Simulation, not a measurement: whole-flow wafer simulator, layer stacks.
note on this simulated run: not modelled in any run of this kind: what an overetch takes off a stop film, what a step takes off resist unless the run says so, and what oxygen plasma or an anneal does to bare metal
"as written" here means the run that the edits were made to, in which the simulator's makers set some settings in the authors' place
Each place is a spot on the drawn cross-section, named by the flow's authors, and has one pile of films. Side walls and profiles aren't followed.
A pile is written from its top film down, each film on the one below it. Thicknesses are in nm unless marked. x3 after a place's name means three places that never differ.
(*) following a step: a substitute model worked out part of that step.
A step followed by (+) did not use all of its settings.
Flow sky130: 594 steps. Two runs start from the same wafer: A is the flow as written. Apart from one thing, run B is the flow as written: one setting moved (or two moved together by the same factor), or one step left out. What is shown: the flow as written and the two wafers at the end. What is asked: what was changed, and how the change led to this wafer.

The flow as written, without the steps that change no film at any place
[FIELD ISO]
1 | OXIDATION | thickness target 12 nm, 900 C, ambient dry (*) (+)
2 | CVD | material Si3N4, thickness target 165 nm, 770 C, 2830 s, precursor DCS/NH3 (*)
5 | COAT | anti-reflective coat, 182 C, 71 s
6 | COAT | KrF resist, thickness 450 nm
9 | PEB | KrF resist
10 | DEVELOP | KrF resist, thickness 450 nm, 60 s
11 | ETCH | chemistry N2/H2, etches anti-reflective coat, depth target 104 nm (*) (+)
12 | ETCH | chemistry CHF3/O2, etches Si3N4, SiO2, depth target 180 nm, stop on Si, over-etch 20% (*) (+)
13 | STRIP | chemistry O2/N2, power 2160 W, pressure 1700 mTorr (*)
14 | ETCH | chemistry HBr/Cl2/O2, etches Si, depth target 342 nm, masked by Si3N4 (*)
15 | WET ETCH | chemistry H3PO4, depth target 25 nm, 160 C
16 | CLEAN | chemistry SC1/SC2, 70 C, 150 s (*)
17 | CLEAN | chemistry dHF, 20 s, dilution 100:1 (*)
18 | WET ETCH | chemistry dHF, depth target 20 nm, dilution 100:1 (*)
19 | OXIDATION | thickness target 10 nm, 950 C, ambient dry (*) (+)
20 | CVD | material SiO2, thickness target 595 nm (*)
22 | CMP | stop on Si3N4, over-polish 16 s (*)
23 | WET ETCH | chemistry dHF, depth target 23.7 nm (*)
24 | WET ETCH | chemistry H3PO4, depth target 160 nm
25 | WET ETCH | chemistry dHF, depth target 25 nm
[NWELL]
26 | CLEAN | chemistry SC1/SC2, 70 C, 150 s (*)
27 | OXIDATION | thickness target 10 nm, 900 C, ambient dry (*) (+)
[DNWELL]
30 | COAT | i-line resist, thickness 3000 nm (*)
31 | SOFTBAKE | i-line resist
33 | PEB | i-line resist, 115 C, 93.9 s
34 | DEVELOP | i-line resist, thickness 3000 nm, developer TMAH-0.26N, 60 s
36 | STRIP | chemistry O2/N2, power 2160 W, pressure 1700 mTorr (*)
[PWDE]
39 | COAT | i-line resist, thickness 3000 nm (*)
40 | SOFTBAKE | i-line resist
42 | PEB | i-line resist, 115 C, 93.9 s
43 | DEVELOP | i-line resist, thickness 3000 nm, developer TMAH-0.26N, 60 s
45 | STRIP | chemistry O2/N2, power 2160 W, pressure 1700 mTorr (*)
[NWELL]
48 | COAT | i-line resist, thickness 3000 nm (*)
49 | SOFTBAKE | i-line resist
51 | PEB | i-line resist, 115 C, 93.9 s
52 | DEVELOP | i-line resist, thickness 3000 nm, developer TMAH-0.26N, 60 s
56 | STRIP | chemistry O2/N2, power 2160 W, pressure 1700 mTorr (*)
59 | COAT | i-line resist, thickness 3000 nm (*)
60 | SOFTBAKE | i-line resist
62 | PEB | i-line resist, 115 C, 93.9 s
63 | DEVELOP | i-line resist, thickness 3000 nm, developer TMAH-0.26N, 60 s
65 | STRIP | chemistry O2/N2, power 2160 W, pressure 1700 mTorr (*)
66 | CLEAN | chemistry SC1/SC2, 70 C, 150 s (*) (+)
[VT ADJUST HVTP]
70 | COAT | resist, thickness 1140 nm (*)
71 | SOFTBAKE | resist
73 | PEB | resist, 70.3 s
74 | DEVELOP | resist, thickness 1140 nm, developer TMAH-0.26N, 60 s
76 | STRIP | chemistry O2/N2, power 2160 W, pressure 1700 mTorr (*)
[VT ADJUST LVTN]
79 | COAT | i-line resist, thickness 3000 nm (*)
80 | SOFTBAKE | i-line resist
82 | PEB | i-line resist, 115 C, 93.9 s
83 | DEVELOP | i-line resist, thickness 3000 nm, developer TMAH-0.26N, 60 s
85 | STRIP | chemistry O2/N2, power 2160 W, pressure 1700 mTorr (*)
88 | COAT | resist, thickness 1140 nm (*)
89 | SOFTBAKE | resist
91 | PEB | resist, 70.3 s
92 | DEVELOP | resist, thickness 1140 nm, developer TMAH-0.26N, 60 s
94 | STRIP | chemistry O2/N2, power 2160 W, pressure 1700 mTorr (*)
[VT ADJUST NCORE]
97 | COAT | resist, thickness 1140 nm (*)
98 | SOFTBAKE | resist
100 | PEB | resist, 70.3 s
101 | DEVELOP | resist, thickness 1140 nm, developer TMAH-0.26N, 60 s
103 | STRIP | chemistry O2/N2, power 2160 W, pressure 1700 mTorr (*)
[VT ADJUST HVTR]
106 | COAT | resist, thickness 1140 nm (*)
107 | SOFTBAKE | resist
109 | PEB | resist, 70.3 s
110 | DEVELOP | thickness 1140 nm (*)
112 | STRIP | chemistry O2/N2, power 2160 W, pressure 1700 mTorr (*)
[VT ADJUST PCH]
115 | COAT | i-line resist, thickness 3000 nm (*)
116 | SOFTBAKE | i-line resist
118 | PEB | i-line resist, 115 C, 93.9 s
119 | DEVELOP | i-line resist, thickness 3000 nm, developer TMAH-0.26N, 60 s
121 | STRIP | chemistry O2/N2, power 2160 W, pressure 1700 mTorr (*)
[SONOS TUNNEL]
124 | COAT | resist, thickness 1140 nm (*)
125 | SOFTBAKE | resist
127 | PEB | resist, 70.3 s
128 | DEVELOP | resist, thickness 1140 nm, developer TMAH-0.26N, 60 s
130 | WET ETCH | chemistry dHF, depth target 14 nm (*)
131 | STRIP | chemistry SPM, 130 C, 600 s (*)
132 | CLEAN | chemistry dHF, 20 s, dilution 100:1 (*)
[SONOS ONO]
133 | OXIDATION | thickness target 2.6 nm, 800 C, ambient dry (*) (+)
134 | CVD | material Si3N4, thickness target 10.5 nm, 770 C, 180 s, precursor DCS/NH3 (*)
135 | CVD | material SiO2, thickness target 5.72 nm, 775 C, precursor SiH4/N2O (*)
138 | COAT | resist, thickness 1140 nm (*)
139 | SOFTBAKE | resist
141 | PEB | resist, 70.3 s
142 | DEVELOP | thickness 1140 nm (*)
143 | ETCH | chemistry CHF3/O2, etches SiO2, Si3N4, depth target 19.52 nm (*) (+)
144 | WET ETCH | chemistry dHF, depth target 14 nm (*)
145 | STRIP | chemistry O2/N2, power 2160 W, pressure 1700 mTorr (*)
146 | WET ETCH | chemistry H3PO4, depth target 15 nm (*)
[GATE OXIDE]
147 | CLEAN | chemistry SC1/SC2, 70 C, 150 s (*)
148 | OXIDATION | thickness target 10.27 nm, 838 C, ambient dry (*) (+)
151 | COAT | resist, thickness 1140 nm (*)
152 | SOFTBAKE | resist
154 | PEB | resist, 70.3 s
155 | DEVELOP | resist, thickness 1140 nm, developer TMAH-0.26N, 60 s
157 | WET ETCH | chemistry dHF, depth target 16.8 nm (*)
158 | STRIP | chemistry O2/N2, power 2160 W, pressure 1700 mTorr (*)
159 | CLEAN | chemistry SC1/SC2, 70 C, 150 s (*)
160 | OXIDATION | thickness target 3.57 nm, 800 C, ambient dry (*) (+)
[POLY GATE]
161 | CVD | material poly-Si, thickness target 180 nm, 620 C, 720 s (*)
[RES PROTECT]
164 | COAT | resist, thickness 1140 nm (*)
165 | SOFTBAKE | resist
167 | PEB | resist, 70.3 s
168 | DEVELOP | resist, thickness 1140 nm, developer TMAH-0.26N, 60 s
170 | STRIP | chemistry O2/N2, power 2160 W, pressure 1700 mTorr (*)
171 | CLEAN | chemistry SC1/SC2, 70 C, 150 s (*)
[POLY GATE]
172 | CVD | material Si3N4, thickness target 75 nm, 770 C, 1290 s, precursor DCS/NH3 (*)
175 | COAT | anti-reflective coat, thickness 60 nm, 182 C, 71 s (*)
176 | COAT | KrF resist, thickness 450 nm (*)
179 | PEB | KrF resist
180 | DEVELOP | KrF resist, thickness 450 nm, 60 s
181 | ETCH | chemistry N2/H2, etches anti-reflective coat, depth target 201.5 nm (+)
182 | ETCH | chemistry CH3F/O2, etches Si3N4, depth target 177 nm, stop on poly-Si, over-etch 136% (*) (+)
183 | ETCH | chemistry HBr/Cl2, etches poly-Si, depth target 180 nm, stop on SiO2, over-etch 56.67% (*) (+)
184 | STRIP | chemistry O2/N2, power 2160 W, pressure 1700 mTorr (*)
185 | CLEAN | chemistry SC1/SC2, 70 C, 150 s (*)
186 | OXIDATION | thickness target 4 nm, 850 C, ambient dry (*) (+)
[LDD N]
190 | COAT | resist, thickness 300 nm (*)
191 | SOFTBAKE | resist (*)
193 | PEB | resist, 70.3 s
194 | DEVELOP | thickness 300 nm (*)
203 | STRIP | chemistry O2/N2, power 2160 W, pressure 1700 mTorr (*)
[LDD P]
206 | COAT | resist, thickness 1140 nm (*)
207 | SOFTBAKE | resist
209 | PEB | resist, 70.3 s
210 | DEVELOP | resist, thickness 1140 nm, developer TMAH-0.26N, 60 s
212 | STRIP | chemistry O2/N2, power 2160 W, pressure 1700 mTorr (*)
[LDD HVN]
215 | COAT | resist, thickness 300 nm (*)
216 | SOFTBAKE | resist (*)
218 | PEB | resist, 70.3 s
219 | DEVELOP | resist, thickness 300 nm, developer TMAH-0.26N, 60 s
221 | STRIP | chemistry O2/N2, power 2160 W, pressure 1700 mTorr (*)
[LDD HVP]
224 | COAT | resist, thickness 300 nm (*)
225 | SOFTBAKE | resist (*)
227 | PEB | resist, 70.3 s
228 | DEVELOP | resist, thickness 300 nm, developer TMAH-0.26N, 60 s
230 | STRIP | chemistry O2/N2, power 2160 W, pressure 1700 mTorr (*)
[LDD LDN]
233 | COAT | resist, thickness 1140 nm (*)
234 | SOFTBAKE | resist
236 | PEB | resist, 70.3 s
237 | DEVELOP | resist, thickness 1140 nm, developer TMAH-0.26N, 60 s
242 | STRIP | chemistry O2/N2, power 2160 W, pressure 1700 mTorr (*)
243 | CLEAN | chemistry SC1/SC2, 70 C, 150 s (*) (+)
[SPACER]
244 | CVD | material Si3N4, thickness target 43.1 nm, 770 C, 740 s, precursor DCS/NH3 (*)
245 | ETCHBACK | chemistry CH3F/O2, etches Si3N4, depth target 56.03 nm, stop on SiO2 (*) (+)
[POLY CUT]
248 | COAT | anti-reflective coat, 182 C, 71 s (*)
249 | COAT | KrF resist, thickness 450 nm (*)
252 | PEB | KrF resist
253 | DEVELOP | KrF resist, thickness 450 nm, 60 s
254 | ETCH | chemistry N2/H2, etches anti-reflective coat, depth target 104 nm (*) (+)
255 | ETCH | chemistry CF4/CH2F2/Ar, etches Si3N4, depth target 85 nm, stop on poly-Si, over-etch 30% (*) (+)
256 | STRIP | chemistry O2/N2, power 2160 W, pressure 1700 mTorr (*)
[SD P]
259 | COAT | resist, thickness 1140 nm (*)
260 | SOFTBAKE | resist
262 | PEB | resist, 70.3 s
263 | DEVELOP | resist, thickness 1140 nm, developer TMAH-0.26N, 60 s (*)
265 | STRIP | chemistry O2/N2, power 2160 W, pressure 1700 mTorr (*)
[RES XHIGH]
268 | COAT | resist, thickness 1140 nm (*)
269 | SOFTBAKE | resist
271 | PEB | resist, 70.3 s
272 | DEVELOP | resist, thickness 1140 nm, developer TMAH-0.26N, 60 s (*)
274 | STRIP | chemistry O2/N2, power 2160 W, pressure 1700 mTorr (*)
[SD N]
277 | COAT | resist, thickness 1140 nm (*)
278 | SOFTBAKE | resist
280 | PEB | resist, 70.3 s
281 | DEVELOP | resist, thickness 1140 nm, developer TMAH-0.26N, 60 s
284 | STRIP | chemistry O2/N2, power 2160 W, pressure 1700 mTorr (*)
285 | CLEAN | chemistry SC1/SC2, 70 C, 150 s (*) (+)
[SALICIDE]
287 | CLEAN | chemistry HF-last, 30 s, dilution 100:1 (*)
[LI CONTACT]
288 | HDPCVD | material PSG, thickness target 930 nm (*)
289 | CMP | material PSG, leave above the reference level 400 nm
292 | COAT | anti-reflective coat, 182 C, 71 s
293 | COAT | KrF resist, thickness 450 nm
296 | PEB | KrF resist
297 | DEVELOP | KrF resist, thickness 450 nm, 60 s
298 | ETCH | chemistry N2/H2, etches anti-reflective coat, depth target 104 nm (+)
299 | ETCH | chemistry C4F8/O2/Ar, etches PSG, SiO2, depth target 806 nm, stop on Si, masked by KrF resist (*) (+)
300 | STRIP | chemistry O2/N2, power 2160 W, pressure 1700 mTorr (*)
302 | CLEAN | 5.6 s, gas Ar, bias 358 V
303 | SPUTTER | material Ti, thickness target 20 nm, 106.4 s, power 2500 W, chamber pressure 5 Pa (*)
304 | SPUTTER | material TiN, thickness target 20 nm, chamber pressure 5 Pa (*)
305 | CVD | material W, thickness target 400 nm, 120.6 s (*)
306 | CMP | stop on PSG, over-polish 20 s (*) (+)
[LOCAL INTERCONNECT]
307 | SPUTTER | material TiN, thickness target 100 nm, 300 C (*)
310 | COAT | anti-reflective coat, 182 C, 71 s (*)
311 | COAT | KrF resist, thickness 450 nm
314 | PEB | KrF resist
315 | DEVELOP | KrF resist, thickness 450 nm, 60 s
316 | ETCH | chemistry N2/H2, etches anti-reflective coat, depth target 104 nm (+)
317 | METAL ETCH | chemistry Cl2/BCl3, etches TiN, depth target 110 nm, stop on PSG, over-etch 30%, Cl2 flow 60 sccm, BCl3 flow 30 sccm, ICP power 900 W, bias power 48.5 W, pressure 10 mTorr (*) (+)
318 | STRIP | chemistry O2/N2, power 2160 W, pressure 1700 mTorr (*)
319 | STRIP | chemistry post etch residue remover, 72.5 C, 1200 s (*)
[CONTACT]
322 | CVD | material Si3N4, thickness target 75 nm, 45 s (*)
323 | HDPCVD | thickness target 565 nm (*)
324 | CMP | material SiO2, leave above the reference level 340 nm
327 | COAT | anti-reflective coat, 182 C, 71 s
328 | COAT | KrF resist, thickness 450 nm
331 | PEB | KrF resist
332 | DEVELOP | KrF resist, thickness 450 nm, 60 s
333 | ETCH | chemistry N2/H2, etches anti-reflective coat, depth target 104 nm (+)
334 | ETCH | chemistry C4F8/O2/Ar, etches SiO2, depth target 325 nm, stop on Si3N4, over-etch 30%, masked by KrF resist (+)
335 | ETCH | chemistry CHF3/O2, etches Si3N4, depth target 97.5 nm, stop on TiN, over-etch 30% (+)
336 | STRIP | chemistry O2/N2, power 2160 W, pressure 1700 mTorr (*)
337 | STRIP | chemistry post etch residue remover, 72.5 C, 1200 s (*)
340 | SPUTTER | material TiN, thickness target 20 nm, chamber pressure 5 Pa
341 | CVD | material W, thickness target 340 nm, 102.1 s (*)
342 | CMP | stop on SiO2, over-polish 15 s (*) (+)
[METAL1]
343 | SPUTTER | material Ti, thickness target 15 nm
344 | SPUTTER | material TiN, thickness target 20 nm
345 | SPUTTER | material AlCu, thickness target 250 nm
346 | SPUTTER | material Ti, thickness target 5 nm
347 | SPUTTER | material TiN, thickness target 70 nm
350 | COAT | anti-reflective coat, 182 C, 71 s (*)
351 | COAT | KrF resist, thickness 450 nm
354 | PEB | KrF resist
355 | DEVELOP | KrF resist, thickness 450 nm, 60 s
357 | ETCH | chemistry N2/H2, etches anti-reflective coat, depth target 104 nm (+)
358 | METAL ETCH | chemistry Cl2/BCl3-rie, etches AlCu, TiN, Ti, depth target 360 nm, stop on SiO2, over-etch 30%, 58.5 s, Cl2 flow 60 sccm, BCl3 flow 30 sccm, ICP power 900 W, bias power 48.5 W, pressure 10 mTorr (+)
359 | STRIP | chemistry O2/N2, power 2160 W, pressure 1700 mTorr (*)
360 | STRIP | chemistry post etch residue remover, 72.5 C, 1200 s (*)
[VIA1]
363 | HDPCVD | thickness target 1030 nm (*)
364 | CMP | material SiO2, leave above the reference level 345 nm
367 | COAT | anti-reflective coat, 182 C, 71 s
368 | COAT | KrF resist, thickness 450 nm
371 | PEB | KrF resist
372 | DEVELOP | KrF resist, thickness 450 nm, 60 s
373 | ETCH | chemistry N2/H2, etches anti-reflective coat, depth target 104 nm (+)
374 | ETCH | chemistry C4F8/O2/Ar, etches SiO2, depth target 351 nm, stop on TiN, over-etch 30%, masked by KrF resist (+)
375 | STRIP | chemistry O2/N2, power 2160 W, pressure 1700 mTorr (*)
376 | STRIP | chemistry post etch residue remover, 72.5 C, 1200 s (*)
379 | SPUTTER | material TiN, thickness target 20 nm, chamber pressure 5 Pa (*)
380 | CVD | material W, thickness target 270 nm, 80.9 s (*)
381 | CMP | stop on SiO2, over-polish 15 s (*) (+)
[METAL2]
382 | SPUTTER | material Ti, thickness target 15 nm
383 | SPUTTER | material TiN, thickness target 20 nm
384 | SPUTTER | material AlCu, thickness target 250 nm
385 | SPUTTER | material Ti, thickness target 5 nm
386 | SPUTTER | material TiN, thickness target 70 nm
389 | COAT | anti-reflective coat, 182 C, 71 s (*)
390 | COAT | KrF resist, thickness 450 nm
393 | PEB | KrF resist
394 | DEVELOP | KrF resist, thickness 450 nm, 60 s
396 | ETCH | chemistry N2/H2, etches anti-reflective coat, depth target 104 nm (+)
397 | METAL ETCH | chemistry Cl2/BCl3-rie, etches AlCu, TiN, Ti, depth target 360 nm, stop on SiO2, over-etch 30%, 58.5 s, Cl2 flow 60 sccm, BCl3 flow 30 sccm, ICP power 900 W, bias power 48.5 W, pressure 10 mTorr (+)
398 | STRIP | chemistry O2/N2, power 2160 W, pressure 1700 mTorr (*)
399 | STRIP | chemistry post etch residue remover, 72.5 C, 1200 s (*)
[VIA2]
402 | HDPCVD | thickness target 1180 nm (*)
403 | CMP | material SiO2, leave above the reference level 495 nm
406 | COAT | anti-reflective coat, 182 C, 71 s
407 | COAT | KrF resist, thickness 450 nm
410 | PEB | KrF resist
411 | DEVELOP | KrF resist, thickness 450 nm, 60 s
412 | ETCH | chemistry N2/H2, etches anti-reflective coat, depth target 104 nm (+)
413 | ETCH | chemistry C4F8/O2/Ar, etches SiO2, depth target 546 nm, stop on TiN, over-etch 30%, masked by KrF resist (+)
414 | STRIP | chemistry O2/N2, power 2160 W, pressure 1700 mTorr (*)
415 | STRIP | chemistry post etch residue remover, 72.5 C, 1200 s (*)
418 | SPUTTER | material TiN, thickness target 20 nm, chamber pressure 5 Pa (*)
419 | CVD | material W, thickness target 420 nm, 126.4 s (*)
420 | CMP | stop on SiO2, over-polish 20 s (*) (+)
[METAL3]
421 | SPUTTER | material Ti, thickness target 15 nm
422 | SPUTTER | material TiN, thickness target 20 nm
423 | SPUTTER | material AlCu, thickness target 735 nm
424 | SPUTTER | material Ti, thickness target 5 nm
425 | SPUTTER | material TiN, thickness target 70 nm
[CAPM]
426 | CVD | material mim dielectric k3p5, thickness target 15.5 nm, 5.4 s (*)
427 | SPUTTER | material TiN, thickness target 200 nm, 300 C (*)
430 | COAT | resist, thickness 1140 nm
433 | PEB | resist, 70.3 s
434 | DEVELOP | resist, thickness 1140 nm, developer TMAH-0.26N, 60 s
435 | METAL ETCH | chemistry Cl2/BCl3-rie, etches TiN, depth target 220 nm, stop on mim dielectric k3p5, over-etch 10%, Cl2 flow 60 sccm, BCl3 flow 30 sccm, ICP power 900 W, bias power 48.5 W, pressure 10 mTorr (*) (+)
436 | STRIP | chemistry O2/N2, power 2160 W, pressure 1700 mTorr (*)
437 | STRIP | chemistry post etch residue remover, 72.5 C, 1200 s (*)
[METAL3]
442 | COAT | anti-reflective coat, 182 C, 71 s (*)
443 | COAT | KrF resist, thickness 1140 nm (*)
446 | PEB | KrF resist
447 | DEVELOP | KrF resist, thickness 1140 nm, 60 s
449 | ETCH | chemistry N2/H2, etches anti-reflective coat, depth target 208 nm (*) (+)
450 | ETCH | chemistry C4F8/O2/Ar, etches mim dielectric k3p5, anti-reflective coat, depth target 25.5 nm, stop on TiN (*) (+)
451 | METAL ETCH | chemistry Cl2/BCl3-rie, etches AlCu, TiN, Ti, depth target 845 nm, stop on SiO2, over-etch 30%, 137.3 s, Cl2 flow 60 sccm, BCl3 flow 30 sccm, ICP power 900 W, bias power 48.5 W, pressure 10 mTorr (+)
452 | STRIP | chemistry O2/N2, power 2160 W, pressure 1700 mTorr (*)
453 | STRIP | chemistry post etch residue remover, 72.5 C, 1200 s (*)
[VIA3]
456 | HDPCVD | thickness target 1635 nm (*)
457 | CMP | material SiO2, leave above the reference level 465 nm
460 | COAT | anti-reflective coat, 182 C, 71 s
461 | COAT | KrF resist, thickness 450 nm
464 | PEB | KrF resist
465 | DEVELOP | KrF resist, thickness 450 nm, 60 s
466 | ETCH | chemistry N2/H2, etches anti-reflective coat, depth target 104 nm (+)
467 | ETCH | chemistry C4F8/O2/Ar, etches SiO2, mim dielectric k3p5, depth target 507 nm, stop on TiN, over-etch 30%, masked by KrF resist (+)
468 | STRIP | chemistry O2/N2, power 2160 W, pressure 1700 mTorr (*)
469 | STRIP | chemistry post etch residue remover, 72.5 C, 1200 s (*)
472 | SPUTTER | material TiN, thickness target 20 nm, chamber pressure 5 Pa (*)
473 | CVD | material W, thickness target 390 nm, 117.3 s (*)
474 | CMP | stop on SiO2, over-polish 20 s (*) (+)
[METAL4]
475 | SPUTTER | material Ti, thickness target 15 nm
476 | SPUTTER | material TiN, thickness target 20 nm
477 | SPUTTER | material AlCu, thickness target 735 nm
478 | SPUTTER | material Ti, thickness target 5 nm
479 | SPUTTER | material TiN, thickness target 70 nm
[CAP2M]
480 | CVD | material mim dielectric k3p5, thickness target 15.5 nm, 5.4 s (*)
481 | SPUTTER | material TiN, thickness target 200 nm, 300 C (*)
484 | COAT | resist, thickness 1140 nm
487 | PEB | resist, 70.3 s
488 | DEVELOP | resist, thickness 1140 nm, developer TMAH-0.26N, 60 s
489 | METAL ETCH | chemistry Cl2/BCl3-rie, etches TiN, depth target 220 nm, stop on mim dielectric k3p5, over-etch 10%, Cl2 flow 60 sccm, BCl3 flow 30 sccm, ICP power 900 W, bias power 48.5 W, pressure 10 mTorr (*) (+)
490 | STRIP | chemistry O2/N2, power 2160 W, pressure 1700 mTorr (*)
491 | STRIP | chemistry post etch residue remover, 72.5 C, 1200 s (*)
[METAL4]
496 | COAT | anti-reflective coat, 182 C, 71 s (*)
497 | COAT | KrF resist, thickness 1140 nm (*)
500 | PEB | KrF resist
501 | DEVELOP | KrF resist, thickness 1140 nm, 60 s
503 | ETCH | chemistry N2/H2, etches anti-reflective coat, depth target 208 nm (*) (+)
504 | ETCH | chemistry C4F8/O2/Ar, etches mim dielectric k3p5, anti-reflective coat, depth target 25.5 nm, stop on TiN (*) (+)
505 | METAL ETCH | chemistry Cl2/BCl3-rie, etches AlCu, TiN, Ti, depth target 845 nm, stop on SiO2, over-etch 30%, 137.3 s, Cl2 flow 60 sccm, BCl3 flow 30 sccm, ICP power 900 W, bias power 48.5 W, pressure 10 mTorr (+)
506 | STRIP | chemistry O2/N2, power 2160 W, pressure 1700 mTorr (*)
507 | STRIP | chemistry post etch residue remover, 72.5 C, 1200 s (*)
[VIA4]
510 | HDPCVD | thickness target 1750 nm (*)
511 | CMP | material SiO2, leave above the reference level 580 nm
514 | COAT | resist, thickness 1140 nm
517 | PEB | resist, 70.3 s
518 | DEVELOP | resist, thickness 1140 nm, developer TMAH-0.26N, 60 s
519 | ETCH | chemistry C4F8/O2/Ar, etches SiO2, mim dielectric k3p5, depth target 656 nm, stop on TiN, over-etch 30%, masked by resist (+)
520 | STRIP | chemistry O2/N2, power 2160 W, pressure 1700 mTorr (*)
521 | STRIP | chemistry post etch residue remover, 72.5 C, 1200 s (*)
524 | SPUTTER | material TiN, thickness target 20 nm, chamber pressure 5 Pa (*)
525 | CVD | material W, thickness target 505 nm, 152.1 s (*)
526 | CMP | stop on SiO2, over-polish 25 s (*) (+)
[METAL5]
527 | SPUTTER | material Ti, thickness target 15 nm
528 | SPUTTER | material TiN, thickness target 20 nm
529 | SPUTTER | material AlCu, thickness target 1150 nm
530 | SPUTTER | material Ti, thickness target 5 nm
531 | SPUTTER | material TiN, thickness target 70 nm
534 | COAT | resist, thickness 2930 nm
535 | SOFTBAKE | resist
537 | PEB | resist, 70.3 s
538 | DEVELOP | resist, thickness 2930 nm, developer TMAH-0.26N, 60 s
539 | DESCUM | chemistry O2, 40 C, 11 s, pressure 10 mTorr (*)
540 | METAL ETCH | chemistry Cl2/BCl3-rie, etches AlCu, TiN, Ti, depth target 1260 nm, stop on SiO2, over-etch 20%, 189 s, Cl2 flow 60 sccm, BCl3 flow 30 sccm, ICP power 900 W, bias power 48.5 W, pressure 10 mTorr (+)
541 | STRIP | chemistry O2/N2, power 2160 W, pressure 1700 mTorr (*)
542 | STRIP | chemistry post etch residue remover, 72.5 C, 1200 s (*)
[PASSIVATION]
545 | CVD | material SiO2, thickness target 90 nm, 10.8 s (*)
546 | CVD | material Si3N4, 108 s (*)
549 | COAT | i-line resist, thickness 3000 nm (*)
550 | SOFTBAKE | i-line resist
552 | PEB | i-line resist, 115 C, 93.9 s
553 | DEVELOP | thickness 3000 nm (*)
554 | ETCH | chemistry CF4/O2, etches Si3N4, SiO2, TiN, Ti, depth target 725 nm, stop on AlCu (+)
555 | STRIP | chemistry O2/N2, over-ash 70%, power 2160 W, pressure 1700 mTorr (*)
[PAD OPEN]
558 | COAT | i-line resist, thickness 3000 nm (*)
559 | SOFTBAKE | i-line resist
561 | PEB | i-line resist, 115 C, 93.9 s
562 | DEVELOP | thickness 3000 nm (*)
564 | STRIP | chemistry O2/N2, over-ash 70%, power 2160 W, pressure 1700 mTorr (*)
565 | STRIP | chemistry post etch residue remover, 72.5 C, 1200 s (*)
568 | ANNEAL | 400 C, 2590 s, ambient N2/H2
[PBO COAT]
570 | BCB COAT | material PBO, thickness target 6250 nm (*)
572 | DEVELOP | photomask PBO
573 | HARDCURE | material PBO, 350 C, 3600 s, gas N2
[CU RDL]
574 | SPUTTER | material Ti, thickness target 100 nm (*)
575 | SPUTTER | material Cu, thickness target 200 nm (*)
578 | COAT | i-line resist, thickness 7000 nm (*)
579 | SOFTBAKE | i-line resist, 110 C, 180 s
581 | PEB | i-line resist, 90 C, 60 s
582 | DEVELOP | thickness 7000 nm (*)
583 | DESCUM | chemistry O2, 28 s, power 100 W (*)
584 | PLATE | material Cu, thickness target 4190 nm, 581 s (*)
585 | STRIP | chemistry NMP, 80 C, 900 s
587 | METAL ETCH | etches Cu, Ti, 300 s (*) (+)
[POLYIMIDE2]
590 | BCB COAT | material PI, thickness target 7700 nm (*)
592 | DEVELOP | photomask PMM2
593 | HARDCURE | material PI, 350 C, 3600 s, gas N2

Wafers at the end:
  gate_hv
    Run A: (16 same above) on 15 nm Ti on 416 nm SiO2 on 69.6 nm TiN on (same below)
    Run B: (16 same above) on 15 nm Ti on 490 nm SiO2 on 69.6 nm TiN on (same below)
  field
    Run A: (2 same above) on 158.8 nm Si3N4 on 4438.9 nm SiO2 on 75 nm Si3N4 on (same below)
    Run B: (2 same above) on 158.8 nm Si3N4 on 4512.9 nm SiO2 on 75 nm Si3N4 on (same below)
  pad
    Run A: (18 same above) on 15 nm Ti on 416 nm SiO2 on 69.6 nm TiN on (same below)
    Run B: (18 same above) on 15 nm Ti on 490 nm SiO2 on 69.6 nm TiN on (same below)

Cause: step 403, CMP: leave above the reference level 569 nm was run, whereas the flow has leave above the reference level 495 nm.

How this came from the change, step by step:
  403 | CMP | material SiO2, leave above the reference level 495 nm
      n_well, p_well, gate_hv and 101 more: A -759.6 SiO2 | B -685.6 SiO2
      field, active, gate and 82 more: A -389.1 SiO2 | B -315.1 SiO2
      (also at 2 further places)
  413 | ETCH | chemistry C4F8/O2/Ar, etches SiO2, depth target 546 nm, stop on TiN, over-etch 30%, masked by KrF resist (+)
      m1: A -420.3 SiO2 (all of it) | B -494.3 SiO2 (all of it)
      via2_hole: A -419.8 SiO2 (all of it) | B -493.8 SiO2 (all of it)
  418 | SPUTTER | material TiN, thickness target 20 nm, chamber pressure 5 Pa (*)
      m1: A +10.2 TiN | B +9.25 TiN
      via2_hole: A +10.2 TiN | B +9.24 TiN
  419 | CVD | material W, thickness target 420 nm, 126.4 s (*)
      m1: A +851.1 W (new film) | B +926.1 W (new film)
      via2_hole: A +850.7 W (new film) | B +925.6 W (new film)
